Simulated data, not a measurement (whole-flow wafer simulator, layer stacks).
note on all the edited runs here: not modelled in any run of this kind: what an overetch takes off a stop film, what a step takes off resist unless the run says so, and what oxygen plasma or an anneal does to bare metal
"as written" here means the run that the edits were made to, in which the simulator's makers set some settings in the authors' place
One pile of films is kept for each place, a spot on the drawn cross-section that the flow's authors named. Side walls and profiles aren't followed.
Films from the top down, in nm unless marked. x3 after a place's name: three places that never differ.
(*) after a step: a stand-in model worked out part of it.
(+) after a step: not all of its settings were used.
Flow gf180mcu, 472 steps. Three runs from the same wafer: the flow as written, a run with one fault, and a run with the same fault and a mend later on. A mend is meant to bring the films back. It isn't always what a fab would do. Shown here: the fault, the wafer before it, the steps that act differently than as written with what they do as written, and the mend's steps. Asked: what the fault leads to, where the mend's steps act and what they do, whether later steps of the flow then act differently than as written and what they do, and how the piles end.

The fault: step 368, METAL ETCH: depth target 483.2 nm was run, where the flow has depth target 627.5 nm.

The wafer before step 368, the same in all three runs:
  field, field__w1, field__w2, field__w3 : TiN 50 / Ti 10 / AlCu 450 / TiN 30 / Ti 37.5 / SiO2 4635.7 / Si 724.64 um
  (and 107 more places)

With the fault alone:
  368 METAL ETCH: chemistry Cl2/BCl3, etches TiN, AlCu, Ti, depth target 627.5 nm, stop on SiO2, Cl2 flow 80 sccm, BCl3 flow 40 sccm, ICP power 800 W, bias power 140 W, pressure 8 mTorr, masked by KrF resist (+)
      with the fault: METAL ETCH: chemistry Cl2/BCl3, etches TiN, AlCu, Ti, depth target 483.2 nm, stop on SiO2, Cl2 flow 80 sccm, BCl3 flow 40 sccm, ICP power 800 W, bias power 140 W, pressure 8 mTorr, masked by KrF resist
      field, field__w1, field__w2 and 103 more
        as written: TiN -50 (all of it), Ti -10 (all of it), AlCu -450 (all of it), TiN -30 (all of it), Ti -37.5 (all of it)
        with the fault: TiN -50 (all of it), Ti -10 (all of it), AlCu -423.2
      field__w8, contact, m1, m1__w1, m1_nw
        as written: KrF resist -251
        with the fault: KrF resist -193.3
  Later steps of the flow that act differently than as written:
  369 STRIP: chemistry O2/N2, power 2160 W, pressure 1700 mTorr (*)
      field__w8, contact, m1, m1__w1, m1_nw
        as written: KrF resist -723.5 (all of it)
        with the fault: KrF resist -781.2 (all of it)
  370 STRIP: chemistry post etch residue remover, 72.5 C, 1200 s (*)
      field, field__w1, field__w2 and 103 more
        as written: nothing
        with the fault: AlCu -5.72
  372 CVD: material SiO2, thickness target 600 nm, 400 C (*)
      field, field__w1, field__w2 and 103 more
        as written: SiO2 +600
        with the fault: SiO2 +600 (new film)
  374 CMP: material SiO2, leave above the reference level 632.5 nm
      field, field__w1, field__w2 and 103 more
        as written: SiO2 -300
        with the fault: SiO2 -388.6
  At the end the piles differ from the flow's by more than 2% or 0.5 nm, whichever is larger, at field, field__w1, field__w2 and 104 more.
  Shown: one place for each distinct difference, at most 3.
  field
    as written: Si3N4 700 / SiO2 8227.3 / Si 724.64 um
    with the fault: Si3N4 700 / SiO2 3503 / AlCu 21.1 / TiN 30 / Ti 37.5 / SiO2 4635.7 / Si 724.64 um
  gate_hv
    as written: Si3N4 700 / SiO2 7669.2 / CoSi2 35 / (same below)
    with the fault: Si3N4 700 / SiO2 3503 / AlCu 21.1 / TiN 30 / Ti 37.5 / SiO2 4077.6 / CoSi2 35 / (same below)
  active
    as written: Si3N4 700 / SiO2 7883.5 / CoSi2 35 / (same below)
    with the fault: Si3N4 700 / SiO2 3503 / AlCu 21.1 / TiN 30 / Ti 37.5 / SiO2 4291.9 / CoSi2 35 / (same below)

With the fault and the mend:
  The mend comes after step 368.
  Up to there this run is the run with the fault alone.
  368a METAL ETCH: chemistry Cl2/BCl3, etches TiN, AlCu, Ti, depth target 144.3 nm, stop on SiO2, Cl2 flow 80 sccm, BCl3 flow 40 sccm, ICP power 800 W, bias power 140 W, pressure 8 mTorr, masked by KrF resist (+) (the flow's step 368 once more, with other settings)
      field, field__w1, field__w2 and 103 more
        AlCu -26.8 (all of it), TiN -30 (all of it), Ti -37.5 (all of it)
      field__w8, contact, m1, m1__w1, m1_nw
        KrF resist -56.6
  No later step of the flow acts differently than as written, at any place that is followed, by more than 2% or 0.5 nm, whichever is larger.
  At the end the piles are the same as the flow's at every place that both follow.
